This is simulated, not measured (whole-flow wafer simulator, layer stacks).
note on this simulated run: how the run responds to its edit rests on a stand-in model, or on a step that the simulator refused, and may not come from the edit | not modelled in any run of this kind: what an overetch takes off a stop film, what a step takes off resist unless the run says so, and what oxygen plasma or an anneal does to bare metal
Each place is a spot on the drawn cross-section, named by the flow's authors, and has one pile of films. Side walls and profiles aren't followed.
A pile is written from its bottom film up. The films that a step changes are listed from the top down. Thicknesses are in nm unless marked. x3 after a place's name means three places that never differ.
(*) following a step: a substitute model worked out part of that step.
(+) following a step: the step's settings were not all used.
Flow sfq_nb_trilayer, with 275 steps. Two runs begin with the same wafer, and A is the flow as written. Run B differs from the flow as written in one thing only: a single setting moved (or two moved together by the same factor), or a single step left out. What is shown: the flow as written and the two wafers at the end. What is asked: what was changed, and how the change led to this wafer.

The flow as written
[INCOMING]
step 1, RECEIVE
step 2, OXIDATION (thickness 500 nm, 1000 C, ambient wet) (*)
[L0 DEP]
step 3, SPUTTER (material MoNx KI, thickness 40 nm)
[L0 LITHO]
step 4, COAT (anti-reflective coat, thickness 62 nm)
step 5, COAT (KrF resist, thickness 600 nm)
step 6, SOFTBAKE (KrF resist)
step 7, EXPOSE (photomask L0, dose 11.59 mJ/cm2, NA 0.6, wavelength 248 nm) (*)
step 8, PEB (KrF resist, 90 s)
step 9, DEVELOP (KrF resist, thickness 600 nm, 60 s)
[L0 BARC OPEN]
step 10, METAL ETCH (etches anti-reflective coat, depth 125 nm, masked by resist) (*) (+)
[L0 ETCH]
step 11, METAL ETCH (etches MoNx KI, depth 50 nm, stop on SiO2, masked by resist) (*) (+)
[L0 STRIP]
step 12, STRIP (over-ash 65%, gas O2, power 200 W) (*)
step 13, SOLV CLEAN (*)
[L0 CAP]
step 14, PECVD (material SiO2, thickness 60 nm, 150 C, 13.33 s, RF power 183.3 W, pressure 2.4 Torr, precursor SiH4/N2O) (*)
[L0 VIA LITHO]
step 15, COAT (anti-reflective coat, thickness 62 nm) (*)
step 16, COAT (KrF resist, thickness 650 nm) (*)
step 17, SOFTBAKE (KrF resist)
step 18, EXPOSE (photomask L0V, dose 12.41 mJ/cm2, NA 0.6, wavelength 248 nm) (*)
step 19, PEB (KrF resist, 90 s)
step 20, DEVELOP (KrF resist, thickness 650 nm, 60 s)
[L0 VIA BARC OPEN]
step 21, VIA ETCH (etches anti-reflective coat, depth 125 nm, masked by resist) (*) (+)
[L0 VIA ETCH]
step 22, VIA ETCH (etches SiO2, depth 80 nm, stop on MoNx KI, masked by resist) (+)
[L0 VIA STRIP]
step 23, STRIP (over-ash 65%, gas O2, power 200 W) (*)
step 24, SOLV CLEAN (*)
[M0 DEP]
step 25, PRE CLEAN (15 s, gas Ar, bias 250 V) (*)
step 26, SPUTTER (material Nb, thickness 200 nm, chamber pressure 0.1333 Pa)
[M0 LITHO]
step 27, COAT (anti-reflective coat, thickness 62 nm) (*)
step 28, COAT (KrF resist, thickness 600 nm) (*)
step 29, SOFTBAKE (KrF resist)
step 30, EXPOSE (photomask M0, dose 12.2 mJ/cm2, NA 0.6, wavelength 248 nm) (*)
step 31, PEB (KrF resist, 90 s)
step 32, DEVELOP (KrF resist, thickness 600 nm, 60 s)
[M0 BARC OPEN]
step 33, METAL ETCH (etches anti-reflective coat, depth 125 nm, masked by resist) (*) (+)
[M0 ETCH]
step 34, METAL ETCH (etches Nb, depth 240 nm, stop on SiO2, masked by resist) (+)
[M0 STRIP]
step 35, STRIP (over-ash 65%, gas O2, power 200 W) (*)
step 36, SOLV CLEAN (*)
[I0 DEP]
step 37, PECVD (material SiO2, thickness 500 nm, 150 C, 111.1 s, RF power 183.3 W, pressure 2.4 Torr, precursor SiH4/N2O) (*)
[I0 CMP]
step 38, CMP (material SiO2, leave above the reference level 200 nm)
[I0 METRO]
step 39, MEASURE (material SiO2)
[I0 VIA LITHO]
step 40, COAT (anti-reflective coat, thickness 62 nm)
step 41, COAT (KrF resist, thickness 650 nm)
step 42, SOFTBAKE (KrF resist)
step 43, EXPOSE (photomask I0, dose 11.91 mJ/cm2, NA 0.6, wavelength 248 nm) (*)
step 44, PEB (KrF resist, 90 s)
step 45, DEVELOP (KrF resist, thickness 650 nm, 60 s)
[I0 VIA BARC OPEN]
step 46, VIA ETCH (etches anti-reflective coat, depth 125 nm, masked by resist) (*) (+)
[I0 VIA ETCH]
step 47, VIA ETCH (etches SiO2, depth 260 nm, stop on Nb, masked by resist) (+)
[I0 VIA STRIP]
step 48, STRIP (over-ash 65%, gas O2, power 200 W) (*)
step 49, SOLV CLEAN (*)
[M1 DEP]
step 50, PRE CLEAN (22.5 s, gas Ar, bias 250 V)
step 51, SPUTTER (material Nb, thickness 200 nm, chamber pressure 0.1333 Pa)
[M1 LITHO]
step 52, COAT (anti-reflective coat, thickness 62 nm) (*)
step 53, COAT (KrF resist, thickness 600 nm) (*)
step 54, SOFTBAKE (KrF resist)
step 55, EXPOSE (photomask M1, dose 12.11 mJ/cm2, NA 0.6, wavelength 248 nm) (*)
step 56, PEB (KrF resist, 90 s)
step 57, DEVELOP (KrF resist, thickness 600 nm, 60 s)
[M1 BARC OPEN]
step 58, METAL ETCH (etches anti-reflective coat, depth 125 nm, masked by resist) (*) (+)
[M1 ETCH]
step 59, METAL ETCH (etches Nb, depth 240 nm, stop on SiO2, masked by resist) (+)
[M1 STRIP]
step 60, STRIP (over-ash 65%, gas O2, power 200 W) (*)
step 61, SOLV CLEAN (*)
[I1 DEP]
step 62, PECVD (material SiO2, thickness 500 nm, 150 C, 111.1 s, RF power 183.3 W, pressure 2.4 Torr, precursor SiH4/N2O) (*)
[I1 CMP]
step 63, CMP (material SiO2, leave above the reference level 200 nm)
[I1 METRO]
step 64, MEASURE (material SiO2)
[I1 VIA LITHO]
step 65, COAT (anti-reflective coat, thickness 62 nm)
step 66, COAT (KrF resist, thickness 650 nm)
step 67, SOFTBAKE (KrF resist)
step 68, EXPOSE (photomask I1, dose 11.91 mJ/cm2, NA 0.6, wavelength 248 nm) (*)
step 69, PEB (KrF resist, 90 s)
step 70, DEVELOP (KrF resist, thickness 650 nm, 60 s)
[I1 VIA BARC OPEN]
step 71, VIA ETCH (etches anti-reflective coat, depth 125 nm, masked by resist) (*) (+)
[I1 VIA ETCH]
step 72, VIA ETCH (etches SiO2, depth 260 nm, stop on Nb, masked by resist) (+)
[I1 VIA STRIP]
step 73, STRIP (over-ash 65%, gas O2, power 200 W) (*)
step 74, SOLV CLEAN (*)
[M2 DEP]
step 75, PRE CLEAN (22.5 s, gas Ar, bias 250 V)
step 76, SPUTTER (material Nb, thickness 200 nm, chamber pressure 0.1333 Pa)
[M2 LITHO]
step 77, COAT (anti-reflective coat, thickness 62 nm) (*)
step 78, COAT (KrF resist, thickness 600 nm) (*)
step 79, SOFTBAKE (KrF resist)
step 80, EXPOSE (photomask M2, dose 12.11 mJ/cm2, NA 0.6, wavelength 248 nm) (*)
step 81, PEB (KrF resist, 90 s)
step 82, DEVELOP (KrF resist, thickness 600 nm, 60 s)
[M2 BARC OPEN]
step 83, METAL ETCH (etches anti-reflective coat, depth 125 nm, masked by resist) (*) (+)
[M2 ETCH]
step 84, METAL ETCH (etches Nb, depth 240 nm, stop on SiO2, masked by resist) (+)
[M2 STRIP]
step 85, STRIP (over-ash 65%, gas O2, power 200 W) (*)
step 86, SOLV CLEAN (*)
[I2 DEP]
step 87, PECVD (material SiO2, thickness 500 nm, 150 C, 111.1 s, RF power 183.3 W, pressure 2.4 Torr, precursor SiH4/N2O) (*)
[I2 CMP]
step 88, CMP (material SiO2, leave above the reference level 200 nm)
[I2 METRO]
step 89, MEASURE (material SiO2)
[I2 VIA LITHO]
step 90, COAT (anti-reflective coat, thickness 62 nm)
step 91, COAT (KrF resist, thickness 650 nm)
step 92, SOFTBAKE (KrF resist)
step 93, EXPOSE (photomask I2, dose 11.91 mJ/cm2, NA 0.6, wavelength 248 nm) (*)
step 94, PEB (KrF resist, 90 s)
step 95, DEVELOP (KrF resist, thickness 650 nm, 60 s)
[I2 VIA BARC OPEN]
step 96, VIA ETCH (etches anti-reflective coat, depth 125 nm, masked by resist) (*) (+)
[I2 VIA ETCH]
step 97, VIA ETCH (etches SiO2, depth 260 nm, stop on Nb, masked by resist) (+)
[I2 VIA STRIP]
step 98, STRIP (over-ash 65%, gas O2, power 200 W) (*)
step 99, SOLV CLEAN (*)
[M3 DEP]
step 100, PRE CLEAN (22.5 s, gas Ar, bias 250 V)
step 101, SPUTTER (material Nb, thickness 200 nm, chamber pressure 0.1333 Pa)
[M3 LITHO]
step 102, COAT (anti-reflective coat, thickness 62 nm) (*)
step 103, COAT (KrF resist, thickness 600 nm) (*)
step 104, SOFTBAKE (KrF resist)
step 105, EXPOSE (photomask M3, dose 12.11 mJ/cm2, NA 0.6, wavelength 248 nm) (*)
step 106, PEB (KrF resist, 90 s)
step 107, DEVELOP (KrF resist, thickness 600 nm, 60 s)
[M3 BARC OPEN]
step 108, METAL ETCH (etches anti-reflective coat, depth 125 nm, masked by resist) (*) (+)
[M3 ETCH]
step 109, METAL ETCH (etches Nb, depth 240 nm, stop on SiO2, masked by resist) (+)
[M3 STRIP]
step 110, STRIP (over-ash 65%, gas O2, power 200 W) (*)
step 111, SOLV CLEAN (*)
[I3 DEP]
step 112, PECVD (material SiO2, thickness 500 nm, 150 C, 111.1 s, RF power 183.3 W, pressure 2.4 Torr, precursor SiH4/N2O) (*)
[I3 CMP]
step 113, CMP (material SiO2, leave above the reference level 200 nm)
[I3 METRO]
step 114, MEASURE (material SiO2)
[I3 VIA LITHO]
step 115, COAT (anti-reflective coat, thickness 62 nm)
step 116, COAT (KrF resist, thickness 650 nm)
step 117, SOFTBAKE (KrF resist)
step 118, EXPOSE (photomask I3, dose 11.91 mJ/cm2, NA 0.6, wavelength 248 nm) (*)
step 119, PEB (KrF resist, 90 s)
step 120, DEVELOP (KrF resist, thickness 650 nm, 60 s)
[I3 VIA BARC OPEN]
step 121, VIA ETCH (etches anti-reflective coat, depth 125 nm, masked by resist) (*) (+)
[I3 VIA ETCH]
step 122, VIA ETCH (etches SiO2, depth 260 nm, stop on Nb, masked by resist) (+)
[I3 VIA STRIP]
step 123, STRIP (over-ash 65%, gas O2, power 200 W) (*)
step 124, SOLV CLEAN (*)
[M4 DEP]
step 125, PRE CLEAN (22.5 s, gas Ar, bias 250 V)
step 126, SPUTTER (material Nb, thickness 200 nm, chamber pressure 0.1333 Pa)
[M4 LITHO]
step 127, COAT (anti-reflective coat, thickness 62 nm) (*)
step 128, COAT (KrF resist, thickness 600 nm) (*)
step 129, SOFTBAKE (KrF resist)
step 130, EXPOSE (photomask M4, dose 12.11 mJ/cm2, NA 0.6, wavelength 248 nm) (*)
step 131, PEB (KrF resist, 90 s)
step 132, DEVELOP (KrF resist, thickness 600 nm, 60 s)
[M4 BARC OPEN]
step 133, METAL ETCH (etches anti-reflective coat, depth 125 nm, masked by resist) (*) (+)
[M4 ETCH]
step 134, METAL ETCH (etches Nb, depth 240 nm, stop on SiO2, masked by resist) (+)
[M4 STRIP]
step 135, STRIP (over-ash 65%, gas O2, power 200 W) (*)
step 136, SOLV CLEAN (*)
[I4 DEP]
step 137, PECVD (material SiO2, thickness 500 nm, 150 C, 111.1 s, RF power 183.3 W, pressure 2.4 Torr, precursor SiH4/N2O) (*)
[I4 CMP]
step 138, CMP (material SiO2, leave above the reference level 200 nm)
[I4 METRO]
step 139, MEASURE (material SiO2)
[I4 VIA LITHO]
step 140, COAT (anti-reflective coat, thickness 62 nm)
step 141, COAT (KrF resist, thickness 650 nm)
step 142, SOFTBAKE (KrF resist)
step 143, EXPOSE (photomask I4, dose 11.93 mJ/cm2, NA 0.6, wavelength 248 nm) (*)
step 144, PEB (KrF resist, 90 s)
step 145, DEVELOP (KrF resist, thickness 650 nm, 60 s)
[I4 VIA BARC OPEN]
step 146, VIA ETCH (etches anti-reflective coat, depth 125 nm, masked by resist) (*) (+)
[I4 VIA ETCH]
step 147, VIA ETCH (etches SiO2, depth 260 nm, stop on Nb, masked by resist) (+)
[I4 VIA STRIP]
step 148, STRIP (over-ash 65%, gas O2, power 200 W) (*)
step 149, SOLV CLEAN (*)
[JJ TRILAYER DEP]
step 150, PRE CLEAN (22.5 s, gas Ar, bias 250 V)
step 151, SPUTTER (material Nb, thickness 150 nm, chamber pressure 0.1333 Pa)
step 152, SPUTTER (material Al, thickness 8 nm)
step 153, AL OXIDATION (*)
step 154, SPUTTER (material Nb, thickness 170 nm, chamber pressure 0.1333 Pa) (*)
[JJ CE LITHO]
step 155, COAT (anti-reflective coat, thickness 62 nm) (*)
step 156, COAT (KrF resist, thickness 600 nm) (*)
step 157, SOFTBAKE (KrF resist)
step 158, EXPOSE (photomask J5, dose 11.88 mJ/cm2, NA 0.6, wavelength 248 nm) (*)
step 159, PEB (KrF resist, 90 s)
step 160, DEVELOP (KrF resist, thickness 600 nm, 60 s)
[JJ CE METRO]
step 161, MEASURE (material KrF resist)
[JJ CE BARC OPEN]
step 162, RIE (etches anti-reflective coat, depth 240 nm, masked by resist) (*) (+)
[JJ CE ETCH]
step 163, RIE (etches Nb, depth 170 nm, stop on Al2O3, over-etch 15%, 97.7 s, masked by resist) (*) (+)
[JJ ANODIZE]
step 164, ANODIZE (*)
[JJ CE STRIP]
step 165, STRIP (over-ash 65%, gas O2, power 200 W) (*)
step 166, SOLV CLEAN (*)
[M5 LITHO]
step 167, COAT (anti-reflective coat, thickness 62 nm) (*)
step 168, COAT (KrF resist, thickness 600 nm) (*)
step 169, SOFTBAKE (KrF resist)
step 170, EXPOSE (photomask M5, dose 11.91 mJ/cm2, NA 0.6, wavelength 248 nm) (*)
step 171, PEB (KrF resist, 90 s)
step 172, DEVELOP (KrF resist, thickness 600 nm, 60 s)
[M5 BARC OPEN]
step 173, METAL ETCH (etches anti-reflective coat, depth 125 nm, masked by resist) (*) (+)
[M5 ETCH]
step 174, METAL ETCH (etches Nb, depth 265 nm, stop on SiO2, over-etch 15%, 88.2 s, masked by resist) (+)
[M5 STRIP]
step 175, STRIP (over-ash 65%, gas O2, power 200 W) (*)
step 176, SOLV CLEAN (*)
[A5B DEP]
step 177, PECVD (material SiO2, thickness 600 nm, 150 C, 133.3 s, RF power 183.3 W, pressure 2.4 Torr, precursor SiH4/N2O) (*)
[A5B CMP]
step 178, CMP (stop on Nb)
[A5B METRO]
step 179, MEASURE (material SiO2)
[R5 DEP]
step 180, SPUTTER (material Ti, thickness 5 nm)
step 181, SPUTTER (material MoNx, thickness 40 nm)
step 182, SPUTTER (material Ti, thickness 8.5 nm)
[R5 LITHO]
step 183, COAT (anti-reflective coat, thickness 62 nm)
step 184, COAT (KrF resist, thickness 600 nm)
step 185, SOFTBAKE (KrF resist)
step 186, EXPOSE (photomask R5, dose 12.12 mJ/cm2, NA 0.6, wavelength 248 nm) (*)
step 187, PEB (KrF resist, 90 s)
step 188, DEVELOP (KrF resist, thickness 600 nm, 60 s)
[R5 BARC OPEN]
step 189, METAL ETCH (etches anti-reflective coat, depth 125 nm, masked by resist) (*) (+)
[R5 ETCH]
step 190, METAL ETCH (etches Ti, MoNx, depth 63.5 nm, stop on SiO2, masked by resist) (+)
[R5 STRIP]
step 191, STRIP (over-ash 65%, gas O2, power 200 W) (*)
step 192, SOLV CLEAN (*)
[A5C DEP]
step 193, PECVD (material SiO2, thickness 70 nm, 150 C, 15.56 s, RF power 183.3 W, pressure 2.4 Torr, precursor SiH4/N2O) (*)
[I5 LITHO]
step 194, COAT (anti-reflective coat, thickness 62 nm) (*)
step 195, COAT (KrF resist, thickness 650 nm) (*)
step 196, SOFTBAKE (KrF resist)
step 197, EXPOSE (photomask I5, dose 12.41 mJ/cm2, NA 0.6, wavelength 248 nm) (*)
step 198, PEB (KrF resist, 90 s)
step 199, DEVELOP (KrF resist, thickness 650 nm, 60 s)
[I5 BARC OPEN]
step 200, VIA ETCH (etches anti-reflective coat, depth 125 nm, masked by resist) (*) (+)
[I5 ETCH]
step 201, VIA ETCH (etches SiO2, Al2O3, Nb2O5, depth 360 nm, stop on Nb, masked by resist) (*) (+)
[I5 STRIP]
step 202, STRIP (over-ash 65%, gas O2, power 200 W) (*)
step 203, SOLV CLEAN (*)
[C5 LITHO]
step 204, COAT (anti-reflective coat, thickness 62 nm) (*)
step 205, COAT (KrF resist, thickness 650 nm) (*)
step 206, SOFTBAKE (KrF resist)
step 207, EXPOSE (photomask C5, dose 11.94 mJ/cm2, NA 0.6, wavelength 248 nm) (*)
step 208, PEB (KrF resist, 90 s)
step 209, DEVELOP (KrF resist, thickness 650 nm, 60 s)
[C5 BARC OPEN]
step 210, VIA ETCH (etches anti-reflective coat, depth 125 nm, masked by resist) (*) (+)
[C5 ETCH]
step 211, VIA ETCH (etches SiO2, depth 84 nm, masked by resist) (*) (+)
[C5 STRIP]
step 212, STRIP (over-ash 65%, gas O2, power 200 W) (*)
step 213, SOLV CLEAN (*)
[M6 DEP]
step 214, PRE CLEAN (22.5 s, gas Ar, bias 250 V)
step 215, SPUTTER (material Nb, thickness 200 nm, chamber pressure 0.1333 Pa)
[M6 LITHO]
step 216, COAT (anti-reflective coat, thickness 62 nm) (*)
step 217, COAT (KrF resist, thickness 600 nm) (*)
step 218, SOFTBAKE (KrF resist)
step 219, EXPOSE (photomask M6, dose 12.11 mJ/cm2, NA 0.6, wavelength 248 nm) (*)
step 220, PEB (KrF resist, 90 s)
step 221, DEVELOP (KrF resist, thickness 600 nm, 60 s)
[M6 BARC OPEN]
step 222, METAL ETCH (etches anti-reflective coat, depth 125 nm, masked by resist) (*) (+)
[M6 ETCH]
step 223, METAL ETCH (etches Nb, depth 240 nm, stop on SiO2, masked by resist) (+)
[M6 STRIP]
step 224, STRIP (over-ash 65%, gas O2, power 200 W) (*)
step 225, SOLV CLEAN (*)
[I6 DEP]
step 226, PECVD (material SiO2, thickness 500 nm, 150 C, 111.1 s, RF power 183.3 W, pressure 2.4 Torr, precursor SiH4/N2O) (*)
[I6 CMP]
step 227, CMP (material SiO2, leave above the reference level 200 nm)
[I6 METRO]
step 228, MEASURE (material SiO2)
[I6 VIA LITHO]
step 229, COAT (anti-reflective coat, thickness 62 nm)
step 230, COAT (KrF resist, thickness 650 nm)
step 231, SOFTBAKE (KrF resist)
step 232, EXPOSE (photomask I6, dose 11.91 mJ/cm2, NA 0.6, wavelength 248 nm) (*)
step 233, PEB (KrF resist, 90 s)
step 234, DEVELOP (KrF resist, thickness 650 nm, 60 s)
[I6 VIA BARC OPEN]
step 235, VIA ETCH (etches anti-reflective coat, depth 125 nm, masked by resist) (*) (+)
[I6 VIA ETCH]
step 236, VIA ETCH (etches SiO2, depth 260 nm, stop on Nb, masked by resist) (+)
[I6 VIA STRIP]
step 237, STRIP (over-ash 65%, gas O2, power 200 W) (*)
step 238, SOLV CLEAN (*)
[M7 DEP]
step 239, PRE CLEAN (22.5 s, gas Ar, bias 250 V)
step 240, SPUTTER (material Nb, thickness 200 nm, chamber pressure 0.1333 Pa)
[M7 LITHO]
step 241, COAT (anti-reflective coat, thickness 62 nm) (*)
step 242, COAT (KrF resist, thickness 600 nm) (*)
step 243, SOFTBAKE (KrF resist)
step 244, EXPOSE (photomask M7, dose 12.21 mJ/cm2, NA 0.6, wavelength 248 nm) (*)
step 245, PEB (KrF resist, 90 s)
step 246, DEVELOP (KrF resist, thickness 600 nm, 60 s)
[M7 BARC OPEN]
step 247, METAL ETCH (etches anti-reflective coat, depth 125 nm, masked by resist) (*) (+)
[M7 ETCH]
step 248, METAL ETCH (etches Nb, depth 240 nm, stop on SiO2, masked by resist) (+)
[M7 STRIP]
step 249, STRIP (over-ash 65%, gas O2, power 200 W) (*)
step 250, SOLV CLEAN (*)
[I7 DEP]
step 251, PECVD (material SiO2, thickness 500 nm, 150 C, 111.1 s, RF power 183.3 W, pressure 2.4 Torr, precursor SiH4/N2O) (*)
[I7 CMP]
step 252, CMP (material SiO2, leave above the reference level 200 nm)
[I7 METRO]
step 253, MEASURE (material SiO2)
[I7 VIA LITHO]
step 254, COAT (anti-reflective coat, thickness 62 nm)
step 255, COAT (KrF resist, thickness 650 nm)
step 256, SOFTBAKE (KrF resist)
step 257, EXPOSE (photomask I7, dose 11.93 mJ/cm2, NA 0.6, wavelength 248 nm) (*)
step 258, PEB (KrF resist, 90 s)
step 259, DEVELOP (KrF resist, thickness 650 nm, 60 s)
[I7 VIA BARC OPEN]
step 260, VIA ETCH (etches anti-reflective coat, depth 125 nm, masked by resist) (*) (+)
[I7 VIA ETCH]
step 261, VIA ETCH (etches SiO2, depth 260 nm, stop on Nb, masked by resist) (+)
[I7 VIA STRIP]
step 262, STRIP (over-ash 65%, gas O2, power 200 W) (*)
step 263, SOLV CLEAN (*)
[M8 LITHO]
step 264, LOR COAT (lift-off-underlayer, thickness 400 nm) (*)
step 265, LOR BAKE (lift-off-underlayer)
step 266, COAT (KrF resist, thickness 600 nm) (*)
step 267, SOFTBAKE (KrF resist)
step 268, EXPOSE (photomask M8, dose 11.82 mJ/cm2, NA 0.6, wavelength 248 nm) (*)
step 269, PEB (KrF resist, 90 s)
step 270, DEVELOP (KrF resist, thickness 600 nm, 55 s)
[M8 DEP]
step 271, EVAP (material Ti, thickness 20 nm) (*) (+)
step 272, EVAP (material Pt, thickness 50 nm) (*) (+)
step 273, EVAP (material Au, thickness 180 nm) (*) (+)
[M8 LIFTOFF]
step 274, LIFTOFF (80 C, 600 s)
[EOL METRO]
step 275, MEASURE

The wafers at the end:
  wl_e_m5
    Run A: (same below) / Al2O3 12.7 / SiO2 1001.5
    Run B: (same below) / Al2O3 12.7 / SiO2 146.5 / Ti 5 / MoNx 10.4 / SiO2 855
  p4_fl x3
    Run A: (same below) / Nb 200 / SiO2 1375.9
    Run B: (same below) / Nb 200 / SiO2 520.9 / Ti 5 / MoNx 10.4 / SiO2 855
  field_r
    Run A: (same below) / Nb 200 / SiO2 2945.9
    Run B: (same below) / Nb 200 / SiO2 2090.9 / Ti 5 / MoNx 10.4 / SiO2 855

What caused this: step 190, METAL ETCH: depth 38.1 nm was run, whereas the flow has depth 63.5 nm.

How this came from the change, step by step:
  step 190, METAL ETCH (etches Ti, MoNx, depth 63.5 nm, stop on SiO2, masked by resist) (+)
      field_l, v_sur, via_wl and 92 more: A Ti loses 8.5 (all of it), MoNx loses 40 (all of it), Ti loses 5 (all of it) | B Ti loses 8.5 (all of it), MoNx loses 29.6
      ce_l, c5j, ce_r, wl_jj: A Ti loses 8.5 (all of it), MoNx loses 40 (all of it), Ti loses 5 (all of it), Nb loses 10 | B Ti loses 8.5 (all of it), MoNx loses 29.6
      (as well as at 7 more places)
  step 193, PECVD (material SiO2, thickness 70 nm, 150 C, 15.56 s, RF power 183.3 W, pressure 2.4 Torr, precursor SiH4/N2O) (*)
      field_l, v_sur, via_wl and 92 more: A SiO2 gains 70 | B SiO2 gains 70 (new film)
  step 194, COAT (anti-reflective coat, thickness 62 nm) (*)
      wl_j_sl, wl_j_sr: A anti-reflective coat gains 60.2 (new film) | B anti-reflective coat gains 62 (new film)
      r5r_spacepad_l, r5r_spacepad_r: A anti-reflective coat gains 84.4 (new film) | B anti-reflective coat gains 77.8 (new film)
      (as well as at 13 more places)
  step 201, VIA ETCH (etches SiO2, Al2O3, Nb2O5, depth 360 nm, stop on Nb, masked by resist) (*) (+)
      be: A SiO2 loses 216.4 (all of it), Al2O3 loses 12.7 (all of it), Nb2O5 loses 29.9 (all of it) | B SiO2 loses 69.8 (all of it), MoNx loses 10.4 (all of it), Ti loses 5 (all of it), SiO2 loses 146.5 (all of it), Al2O3 loses 12.7 (all of it), Nb2O5 loses 29.9 (all of it)
  step 202, STRIP (over-ash 65%, gas O2, power 200 W) (*)
      wl_j_sl, wl_j_sr: A KrF resist loses 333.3 (all of it), anti-reflective coat loses 60.2 (all of it) | B KrF resist loses 333.2 (all of it), anti-reflective coat loses 62 (all of it)
      r5r_spacepad_l, r5r_spacepad_r: A KrF resist loses 335.6 (all of it), anti-reflective coat loses 84.4 (all of it) | B KrF resist loses 335 (all of it), anti-reflective coat loses 77.8 (all of it)
      (as well as at 13 more places)
  step 204, COAT (anti-reflective coat, thickness 62 nm) (*)
      wl_j_sl, wl_j_sr: A anti-reflective coat gains 60.2 (new film) | B anti-reflective coat gains 62 (new film)
      r5r_spacepad_l, r5r_spacepad_r: A anti-reflective coat gains 84.4 (new film) | B anti-reflective coat gains 77.8 (new film)
      (as well as at 14 more places)
  step 210, VIA ETCH (etches anti-reflective coat, depth 125 nm, masked by resist) (*) (+)
      field_l, v_sur, via_wl and 101 more: A KrF resist loses 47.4 | B KrF resist loses 48.5
      c5j: A anti-reflective coat loses 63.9 (all of it), SiO2 loses 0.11 | B anti-reflective coat loses 61.3 (all of it), SiO2 loses 0.13
      (as well as at 1 more place)
  step 211, VIA ETCH (etches SiO2, depth 84 nm, masked by resist) (*) (+)
      c5j: A SiO2 loses 69.9 (all of it), Nb loses 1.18 | B SiO2 loses 69.9 (all of it)
  step 212, STRIP (over-ash 65%, gas O2, power 200 W) (*)
      wl_j_sl, wl_j_sr: A KrF resist loses 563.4 (all of it), anti-reflective coat loses 60.2 (all of it) | B KrF resist loses 562.2 (all of it), anti-reflective coat loses 62 (all of it)
      r5r_spacepad_l, r5r_spacepad_r: A KrF resist loses 565.8 (all of it), anti-reflective coat loses 84.4 (all of it) | B KrF resist loses 563.9 (all of it), anti-reflective coat loses 77.8 (all of it)
      (as well as at 12 more places)
  step 214, PRE CLEAN (22.5 s, gas Ar, bias 250 V)
      c5j: A Nb loses 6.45 | B MoNx loses 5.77
  step 215, SPUTTER (material Nb, thickness 200 nm, chamber pressure 0.1333 Pa)
      c5j: A Nb gains 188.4 | B Nb gains 189.1 (new film)
      be: A Nb gains 147.3 | B Nb gains 143.9
  step 216, COAT (anti-reflective coat, thickness 62 nm) (*)
      wl_j_sl, wl_j_sr: A anti-reflective coat gains 60.2 (new film) | B anti-reflective coat gains 62 (new film)
      r5r_spacepad_l, r5r_spacepad_r: A anti-reflective coat gains 85.7 (new film) | B anti-reflective coat gains 78.4 (new film)
      (as well as at 12 more places)
  step 222, METAL ETCH (etches anti-reflective coat, depth 125 nm, masked by resist) (*) (+)
      r5r_spacepad_l, r5r_spacepad_r: A anti-reflective coat loses 85.7 (all of it) | B anti-reflective coat loses 78.4 (all of it)
      r5r_line_c, r5r_line_r: A anti-reflective coat loses 50 (all of it) | B anti-reflective coat loses 52.6 (all of it)
      (as well as at 3 more places)
  step 224, STRIP (over-ash 65%, gas O2, power 200 W) (*)
      wl_j_sl, wl_j_sr: A KrF resist loses 382.5 (all of it), anti-reflective coat loses 60.2 (all of it) | B KrF resist loses 382.4 (all of it), anti-reflective coat loses 62 (all of it)
      be: A KrF resist loses 575.8 (all of it), anti-reflective coat loses 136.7 (all of it) | B KrF resist loses 589.1 (all of it), anti-reflective coat loses 139.2 (all of it)
      (as well as at 7 more places)
  step 226, PECVD (material SiO2, thickness 500 nm, 150 C, 111.1 s, RF power 183.3 W, pressure 2.4 Torr, precursor SiH4/N2O) (*)
      r5r_spacepad_l, r5r_spacepad_r: A SiO2 gains 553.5 | B SiO2 gains 535.6
      be: A SiO2 gains 693.5 (new film) | B SiO2 gains 712.3 (new film)
  step 227, CMP (material SiO2, leave above the reference level 200 nm)
      ce_l, ce_r, wl_jj: A SiO2 loses 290 | B SiO2 loses 300
      be_r, r_sur, r_end: A SiO2 loses 353.5 | B SiO2 loses 338.1
      (as well as at 7 more places)
Taking metal films that touch as one body, wl_e_m5 has 7 bodies (between them, from the top down: SiO2 146.5 / Al2O3 12.7 / Nb2O5 29.9; SiO2 192.5; SiO2 192.5; SiO2 192.5; SiO2 192.5; SiO2 192.5); the flow as written gives 6 bodies (between them, from the top down: SiO2 192.5; SiO2 192.5; SiO2 192.5; SiO2 192.5; SiO2 192.5).
Taking metal films that touch as one body, p4_fl x3 has 3 bodies (between them, from the top down: SiO2 520.9; SiO2 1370); the flow as written gives 2 bodies (between them, from the top down: SiO2 1370).
Taking metal films that touch as one body, field_r has 2 bodies (between them, from the top down: SiO2 2090.9); the flow as written gives 1 body.
